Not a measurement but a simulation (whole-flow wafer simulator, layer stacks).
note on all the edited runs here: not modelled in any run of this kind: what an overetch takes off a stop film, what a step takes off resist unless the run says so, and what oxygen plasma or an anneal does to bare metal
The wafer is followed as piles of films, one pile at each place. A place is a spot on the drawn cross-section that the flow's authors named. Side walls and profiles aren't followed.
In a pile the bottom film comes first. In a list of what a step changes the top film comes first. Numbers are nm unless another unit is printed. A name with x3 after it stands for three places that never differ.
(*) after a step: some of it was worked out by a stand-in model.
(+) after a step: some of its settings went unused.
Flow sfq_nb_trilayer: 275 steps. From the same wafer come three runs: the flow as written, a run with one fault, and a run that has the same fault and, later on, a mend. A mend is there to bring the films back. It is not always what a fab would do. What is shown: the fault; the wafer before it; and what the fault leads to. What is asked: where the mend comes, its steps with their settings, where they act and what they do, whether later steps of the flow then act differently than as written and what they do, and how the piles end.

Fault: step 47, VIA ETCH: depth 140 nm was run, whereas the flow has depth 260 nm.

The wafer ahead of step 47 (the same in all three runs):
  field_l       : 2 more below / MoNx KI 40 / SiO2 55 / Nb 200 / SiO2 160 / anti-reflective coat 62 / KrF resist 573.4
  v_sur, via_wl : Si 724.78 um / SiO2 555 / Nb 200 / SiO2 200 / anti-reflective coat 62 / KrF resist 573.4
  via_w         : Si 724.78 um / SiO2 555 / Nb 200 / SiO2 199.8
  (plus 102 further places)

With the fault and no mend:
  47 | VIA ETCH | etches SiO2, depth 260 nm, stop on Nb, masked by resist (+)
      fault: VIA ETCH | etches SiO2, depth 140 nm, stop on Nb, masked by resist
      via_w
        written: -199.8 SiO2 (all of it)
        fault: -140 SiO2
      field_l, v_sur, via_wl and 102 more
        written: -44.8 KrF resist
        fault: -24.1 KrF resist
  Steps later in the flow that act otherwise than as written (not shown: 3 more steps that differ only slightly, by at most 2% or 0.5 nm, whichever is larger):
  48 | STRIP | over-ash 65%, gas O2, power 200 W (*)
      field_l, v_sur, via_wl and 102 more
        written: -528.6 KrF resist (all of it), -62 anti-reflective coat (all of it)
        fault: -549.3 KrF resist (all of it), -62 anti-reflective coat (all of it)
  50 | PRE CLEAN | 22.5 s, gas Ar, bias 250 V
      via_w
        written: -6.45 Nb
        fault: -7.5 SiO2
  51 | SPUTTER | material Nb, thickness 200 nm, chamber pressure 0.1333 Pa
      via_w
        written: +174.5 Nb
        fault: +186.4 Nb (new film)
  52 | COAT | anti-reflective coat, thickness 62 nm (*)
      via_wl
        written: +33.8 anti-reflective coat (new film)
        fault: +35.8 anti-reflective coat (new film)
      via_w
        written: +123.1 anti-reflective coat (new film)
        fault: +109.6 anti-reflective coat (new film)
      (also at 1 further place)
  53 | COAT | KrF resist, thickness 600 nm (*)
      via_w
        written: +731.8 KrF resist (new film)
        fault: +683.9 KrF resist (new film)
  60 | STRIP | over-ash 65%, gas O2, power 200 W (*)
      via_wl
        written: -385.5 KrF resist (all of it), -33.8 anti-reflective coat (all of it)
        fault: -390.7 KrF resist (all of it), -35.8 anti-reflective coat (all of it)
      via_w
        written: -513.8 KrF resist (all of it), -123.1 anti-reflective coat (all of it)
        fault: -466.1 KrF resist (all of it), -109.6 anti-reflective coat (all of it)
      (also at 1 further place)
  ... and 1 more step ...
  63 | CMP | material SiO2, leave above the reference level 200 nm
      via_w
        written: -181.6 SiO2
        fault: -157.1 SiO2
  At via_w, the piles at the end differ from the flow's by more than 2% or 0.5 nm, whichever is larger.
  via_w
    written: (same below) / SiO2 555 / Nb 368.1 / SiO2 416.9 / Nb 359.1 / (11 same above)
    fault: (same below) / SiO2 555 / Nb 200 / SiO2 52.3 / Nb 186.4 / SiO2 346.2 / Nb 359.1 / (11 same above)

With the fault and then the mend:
  The mend follows step 47.
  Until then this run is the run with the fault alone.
  47a | VIA ETCH | etches SiO2, depth 120 nm, stop on Nb, masked by resist (+) (a further turn of the flow's step 47, with different settings)
      field_l, v_sur, via_wl and 102 more
        -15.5 KrF resist
      via_w
        -59.8 SiO2 (all of it)
  Later steps of the flow that are run all act as written at every place that is followed, up to a difference of at most 2% or 0.5 nm, whichever is larger.
  At every place that both follow, the piles at the end match the flow's.
